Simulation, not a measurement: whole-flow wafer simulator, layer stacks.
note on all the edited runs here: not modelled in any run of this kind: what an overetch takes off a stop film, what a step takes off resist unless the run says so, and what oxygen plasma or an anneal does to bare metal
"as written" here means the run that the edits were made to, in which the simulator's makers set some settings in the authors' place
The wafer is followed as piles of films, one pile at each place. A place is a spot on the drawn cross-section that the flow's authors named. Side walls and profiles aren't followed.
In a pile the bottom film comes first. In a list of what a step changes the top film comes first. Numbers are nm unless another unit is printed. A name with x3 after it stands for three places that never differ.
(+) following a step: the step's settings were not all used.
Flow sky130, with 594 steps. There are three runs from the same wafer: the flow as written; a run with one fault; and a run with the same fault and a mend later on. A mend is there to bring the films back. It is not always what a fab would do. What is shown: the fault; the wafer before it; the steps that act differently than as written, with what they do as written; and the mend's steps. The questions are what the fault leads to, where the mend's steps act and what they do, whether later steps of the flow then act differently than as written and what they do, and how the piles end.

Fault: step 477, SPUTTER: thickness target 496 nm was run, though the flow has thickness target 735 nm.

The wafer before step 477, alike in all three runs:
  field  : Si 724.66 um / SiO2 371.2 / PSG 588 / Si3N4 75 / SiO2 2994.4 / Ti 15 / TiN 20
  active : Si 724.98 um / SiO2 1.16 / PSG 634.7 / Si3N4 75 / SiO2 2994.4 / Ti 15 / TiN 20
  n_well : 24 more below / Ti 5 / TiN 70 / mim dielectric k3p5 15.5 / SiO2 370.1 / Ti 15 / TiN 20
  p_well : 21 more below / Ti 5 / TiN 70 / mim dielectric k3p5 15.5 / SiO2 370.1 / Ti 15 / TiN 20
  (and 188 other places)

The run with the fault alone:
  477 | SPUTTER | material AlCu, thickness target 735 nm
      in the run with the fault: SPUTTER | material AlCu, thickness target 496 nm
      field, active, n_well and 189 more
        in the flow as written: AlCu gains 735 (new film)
        in the run with the fault: AlCu gains 496 (new film)
  Later steps of the flow acting differently than as written (not shown: 4 more steps that differ only slightly, by at most 2% or 0.5 nm, whichever is larger):
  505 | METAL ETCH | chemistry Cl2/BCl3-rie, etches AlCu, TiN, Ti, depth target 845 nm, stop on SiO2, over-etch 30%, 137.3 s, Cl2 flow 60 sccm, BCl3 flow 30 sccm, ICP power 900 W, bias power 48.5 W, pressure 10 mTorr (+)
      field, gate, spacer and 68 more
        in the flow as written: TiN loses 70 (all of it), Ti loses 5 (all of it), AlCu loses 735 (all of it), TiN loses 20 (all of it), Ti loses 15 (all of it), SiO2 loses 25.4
        in the run with the fault: TiN loses 70 (all of it), Ti loses 5 (all of it), AlCu loses 496 (all of it), TiN loses 20 (all of it), Ti loses 15 (all of it), SiO2 loses 49.2
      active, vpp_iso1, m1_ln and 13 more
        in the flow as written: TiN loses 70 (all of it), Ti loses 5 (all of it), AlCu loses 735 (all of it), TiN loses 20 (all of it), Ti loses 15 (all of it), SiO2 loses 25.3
        in the run with the fault: TiN loses 70 (all of it), Ti loses 5 (all of it), AlCu loses 496 (all of it), TiN loses 20 (all of it), Ti loses 15 (all of it), SiO2 loses 49.2
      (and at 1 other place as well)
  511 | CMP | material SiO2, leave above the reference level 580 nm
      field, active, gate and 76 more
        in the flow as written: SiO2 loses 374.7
        in the run with the fault: SiO2 loses 589.8
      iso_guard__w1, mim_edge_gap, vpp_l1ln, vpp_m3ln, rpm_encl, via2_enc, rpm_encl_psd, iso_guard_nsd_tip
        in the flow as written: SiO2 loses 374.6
        in the run with the fault: SiO2 loses 589.8
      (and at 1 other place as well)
  The piles end different from the flow's at field, active, n_well and 190 more by more than 2% or 0.5 nm, whichever is larger.
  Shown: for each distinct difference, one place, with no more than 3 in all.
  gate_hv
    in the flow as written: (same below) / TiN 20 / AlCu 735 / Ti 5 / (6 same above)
    in the run with the fault: (same below) / TiN 20 / AlCu 496 / Ti 5 / (6 same above)
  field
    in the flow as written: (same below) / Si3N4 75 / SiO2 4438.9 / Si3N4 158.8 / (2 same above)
    in the run with the fault: (same below) / Si3N4 75 / SiO2 4199.9 / Si3N4 158.8 / (2 same above)
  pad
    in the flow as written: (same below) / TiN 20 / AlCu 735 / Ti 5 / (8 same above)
    in the run with the fault: (same below) / TiN 20 / AlCu 496 / Ti 5 / (8 same above)

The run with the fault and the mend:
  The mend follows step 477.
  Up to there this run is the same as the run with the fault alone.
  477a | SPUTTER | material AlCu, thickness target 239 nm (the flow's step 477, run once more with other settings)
      field, active, n_well and 189 more
        AlCu gains 239
  Later steps of the flow that are run all act as written at every place that is followed.
  At every place that both follow, the piles at the end match the flow's.
